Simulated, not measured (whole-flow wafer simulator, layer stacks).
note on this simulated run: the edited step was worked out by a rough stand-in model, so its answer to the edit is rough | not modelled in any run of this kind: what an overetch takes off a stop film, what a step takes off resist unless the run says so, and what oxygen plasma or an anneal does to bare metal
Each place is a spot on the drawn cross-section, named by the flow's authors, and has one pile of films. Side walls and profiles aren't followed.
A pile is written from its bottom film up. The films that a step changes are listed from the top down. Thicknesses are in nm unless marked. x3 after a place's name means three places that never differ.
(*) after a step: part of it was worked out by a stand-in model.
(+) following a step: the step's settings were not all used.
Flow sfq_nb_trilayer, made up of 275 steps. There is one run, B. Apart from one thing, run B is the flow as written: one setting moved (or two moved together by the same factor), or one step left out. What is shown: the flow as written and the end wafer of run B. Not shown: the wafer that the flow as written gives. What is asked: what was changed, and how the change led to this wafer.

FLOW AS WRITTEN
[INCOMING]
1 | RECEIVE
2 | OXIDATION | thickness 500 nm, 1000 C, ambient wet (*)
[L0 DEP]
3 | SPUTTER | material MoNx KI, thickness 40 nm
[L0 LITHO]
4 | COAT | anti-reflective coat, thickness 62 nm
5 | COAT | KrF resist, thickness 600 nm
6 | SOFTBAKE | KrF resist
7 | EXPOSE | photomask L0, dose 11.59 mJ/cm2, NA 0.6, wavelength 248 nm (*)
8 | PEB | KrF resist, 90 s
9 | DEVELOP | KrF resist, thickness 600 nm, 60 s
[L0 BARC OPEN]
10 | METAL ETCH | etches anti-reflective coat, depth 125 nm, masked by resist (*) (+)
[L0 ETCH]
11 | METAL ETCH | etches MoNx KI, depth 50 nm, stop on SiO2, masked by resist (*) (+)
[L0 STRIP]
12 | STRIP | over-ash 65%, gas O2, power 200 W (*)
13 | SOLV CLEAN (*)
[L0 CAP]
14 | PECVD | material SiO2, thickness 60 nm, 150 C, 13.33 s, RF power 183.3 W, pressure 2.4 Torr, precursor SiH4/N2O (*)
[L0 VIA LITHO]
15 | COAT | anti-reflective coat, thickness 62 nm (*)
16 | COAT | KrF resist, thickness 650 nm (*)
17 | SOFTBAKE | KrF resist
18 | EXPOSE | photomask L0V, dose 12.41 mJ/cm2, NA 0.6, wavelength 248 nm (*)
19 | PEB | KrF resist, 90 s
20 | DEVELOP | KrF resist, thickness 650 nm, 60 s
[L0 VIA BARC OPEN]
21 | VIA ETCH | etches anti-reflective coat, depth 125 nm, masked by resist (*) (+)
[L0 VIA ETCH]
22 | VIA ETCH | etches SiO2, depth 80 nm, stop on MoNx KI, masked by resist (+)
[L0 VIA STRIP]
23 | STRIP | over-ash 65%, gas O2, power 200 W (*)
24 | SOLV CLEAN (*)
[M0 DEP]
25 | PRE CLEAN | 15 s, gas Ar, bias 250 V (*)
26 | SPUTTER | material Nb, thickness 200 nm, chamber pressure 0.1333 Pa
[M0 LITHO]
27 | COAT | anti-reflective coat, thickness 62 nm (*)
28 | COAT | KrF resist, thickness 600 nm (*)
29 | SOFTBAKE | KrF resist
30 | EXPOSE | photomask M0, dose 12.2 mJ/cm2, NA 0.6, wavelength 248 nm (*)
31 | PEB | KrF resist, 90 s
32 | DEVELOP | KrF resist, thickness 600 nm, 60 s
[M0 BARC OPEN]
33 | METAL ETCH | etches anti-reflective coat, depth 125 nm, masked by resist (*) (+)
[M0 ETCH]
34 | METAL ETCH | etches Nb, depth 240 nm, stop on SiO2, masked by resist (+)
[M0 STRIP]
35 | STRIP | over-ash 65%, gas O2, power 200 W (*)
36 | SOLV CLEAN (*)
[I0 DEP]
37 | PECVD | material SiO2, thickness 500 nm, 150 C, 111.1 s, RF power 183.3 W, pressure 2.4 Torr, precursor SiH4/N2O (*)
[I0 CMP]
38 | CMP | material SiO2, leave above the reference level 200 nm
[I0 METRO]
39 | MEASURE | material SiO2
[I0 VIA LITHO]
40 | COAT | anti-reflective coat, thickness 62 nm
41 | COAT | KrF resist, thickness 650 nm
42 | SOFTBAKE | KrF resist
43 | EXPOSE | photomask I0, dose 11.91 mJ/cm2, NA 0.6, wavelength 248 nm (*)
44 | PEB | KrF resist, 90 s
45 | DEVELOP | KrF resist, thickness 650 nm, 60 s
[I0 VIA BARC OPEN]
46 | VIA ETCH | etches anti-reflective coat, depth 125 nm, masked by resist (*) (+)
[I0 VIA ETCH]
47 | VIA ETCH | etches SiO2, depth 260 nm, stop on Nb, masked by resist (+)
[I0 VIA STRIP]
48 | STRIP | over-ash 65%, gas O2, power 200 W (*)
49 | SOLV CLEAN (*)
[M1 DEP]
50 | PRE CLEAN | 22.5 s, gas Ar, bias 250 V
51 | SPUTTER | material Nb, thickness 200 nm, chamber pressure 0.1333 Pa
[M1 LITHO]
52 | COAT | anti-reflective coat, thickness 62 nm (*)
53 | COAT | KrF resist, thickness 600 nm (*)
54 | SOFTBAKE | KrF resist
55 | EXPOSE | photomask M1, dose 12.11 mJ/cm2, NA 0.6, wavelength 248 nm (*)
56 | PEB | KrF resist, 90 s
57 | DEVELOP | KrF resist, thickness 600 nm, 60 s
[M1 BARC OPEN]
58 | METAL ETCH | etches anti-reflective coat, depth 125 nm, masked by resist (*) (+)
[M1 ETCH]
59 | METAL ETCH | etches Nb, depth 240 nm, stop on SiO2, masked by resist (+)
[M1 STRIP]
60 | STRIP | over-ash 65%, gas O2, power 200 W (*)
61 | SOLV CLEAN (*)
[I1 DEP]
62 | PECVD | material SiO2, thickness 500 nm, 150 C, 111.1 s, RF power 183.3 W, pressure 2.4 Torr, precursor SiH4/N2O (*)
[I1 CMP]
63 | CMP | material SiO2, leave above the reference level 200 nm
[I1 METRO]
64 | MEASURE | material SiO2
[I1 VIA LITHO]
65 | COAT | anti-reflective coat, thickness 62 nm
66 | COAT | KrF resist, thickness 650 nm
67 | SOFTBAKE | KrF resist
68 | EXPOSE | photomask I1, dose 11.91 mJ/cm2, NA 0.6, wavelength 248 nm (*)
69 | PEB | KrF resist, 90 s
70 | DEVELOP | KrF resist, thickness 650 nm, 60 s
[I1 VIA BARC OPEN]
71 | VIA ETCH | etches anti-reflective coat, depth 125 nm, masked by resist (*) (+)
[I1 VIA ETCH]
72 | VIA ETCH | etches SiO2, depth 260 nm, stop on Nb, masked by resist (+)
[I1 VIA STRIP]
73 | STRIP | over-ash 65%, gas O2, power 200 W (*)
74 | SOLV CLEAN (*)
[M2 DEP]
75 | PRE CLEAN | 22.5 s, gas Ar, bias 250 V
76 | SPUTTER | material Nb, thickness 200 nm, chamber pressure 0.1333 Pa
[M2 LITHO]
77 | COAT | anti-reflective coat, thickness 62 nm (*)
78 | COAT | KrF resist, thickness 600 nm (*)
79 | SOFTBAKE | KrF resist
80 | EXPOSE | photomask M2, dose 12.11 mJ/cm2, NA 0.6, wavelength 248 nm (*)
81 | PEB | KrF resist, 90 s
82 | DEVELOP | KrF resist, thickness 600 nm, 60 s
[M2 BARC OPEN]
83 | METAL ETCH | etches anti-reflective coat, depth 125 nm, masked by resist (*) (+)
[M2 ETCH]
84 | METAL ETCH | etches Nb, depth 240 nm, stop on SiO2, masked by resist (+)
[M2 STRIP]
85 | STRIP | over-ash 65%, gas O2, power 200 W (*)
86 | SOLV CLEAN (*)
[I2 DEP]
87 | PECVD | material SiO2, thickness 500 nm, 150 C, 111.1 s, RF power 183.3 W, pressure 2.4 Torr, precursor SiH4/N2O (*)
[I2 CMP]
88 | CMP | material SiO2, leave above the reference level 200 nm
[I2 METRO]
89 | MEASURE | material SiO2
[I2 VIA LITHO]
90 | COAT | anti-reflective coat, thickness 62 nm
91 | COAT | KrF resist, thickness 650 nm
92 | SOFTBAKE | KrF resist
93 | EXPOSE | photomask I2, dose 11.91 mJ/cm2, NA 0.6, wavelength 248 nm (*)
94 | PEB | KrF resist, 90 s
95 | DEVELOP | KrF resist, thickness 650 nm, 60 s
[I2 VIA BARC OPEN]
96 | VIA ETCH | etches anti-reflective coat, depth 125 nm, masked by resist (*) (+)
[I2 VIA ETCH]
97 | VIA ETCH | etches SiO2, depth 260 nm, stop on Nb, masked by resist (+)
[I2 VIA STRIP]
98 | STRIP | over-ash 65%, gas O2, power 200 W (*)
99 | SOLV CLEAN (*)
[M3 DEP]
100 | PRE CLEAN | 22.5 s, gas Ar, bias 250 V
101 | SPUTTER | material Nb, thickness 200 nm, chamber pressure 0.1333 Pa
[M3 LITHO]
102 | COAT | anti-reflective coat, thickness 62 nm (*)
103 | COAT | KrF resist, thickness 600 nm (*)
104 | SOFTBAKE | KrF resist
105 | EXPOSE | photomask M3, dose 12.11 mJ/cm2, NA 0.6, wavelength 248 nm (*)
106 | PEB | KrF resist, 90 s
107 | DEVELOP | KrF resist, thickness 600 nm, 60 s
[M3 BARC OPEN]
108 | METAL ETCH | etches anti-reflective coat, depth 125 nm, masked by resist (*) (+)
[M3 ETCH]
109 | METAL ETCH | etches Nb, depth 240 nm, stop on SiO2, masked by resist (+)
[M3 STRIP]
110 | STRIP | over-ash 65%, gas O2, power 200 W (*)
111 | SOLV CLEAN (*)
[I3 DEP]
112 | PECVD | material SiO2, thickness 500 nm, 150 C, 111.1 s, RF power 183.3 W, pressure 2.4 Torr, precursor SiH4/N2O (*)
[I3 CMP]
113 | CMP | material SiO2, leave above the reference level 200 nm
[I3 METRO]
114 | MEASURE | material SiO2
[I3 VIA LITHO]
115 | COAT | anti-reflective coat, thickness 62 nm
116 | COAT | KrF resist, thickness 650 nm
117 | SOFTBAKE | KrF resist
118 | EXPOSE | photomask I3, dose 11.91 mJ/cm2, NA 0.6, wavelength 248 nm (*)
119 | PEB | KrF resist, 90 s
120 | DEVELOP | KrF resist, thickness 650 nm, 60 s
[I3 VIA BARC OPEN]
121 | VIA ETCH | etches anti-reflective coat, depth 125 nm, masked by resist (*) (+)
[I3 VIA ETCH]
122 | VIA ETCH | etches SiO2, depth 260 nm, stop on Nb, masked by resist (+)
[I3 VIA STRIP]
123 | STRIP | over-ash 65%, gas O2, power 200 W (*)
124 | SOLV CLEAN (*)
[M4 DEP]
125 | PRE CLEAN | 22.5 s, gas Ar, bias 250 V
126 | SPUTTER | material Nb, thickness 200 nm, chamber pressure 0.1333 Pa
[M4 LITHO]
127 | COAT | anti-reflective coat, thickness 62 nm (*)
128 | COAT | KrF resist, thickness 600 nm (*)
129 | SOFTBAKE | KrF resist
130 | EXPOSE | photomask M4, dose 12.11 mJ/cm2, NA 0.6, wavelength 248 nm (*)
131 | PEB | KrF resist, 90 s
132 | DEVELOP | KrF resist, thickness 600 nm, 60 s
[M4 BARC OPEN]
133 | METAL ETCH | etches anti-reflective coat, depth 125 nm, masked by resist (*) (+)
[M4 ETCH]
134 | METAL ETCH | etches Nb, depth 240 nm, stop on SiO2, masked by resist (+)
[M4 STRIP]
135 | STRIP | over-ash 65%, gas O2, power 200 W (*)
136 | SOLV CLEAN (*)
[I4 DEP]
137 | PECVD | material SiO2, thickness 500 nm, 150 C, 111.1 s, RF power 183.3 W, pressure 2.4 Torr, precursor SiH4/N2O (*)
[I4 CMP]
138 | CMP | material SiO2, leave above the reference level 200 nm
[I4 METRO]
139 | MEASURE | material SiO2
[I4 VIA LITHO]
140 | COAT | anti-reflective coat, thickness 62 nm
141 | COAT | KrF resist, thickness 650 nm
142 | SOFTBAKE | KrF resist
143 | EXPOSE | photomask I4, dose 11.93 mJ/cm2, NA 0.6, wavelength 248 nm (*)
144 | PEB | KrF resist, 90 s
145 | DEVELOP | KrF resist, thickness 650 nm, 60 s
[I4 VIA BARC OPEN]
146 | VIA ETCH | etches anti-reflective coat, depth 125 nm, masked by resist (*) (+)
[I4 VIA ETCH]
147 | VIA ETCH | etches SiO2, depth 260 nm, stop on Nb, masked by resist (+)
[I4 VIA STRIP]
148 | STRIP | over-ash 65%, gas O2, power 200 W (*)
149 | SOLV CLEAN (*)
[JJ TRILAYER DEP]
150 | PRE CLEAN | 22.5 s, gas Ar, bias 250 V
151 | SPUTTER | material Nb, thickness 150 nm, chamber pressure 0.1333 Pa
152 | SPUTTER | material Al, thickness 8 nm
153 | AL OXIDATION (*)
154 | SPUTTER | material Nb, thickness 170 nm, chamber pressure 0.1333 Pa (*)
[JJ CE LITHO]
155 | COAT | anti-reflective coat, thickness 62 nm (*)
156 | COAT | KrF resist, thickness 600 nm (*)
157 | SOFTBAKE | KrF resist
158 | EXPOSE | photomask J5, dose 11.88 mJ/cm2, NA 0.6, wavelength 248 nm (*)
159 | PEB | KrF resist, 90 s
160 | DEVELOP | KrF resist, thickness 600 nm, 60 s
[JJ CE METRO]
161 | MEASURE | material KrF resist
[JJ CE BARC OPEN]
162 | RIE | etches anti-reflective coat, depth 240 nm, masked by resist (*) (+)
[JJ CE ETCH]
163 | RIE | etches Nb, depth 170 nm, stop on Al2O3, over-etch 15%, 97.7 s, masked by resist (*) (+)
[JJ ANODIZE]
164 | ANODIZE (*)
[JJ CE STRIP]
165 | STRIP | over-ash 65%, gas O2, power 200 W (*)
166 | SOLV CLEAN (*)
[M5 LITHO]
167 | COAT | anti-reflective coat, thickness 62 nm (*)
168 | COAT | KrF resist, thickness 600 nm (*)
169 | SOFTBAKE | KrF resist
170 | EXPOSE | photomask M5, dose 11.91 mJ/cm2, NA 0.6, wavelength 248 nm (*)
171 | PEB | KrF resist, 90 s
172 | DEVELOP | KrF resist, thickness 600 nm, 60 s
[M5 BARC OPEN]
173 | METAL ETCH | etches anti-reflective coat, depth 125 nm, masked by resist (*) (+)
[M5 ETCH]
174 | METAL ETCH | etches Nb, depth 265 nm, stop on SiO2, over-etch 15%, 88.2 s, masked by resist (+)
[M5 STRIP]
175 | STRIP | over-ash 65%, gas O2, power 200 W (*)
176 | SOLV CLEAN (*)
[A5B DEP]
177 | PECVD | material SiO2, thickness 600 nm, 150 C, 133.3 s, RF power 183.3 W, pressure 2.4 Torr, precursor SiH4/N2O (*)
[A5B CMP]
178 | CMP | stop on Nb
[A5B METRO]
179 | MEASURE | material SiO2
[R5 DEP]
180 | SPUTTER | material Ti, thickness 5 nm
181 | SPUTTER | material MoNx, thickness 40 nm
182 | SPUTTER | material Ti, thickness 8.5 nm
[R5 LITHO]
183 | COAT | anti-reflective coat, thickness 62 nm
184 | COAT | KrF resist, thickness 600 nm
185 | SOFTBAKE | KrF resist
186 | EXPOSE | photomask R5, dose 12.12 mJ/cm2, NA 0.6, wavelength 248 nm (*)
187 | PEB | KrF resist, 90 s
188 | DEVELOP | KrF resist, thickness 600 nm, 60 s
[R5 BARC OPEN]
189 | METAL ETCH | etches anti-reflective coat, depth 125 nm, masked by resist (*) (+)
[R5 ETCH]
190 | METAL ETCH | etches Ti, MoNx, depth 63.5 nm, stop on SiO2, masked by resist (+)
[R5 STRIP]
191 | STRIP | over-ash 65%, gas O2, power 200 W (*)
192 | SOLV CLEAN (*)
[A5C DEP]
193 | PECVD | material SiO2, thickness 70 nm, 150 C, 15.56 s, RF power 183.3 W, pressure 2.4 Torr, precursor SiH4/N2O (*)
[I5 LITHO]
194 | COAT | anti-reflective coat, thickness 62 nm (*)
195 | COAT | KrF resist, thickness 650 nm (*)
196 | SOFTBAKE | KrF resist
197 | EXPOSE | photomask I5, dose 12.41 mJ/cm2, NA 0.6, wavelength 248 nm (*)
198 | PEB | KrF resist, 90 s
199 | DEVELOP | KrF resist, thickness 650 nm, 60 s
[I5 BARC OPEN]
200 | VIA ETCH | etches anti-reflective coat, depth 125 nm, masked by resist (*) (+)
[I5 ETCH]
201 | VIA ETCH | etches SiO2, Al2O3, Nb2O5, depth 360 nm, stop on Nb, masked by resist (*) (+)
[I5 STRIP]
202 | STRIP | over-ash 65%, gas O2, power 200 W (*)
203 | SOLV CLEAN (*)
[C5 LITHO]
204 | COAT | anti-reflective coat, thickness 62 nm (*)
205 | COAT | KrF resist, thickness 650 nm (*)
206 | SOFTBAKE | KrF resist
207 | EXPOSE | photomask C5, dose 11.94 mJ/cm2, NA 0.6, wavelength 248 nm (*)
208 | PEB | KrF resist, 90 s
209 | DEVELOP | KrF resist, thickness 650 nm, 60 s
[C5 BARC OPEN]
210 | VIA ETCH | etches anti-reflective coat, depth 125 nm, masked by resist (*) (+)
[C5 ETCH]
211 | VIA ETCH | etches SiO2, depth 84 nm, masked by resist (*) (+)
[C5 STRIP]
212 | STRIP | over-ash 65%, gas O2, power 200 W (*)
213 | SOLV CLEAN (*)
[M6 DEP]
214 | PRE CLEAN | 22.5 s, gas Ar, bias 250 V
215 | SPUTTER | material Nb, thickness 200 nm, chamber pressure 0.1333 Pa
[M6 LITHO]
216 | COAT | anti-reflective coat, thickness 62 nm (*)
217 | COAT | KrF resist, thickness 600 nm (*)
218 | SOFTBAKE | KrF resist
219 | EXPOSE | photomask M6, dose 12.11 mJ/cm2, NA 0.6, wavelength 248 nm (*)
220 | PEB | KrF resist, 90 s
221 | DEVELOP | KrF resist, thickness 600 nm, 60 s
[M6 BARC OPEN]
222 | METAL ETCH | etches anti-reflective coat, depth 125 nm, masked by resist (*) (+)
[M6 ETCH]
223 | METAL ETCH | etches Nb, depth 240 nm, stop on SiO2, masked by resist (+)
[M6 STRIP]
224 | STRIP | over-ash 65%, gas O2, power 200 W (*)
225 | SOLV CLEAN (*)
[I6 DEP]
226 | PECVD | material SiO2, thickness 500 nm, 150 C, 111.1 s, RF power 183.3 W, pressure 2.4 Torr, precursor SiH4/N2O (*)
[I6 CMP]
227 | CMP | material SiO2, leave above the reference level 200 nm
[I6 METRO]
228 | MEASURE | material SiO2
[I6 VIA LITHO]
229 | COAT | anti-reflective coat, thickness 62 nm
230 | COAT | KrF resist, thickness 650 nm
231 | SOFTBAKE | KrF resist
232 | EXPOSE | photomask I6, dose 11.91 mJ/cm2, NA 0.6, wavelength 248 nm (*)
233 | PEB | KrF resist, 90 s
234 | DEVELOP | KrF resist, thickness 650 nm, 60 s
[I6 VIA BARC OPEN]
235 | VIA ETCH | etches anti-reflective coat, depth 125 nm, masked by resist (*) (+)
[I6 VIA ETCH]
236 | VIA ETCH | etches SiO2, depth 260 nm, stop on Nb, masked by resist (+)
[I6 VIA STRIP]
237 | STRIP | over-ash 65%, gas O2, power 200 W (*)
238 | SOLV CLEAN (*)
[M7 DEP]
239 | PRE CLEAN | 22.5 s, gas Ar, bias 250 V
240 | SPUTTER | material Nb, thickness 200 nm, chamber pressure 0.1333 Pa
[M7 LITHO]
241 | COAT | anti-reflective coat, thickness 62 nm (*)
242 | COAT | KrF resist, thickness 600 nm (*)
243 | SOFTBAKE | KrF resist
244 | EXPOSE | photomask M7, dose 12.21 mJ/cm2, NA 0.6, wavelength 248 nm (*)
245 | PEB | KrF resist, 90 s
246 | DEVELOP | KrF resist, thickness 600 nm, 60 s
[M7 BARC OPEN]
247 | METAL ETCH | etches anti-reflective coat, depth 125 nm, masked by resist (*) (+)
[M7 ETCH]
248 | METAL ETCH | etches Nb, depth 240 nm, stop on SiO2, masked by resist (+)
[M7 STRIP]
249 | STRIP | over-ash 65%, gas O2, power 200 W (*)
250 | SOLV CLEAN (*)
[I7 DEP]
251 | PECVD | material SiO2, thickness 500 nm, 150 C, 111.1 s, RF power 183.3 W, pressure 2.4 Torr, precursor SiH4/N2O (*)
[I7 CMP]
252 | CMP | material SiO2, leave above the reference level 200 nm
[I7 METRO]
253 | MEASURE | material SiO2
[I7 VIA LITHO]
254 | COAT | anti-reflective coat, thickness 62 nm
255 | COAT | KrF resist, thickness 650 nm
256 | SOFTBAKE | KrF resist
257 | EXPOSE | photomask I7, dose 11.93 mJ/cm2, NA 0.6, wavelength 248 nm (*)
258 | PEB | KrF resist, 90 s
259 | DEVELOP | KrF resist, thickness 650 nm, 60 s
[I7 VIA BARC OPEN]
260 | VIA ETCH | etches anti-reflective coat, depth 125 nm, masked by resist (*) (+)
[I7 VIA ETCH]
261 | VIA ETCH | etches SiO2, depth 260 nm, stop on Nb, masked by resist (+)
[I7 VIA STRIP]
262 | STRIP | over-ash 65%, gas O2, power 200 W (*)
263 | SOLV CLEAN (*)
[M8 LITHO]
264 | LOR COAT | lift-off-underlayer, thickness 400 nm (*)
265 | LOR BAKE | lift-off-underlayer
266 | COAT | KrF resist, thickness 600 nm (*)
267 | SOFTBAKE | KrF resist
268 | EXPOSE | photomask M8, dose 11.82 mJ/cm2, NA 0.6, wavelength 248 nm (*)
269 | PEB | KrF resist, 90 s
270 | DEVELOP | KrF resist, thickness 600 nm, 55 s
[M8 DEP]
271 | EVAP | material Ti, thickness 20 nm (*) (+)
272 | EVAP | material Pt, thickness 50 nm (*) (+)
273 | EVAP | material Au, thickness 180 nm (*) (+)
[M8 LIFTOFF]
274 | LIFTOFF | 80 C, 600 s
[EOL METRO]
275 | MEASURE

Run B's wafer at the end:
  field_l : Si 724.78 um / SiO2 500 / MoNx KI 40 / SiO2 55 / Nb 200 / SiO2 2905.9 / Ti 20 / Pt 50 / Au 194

What caused this: step 273, EVAP: thickness 194 nm was run, whereas the flow has thickness 180 nm.
One can read it off the wafer: field_l has Au 194, and step 273 as written asks for 180 nm.

The path from the change to this, step by step:
  273 | EVAP | material Au, thickness 180 nm (*) (+)
      field_l, v_sur, via_wl and 103 more: +194 Au (new film) (in the flow as written it would be: +180 Au (new film))
  274 | LIFTOFF | 80 C, 600 s
      p4_fl, p4_fm, p4_w1 and 71 more: -194 Au (all of it), -50 Pt (all of it), -20 Ti (all of it), -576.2 KrF resist (all of it), -400 lift-off-underlayer (all of it) (in the flow as written it would be: -180 Au (all of it), -50 Pt (all of it), -20 Ti (all of it), -576.2 KrF resist (all of it), -400 lift-off-underlayer (all of it))
      c5j, ce_r: -194 Au (all of it), -50 Pt (all of it), -20 Ti (all of it), -573.3 KrF resist (all of it), -399.3 lift-off-underlayer (all of it) (in the flow as written it would be: -180 Au (all of it), -50 Pt (all of it), -20 Ti (all of it), -573.3 KrF resist (all of it), -399.3 lift-off-underlayer (all of it))
      (and at 19 other places as well)
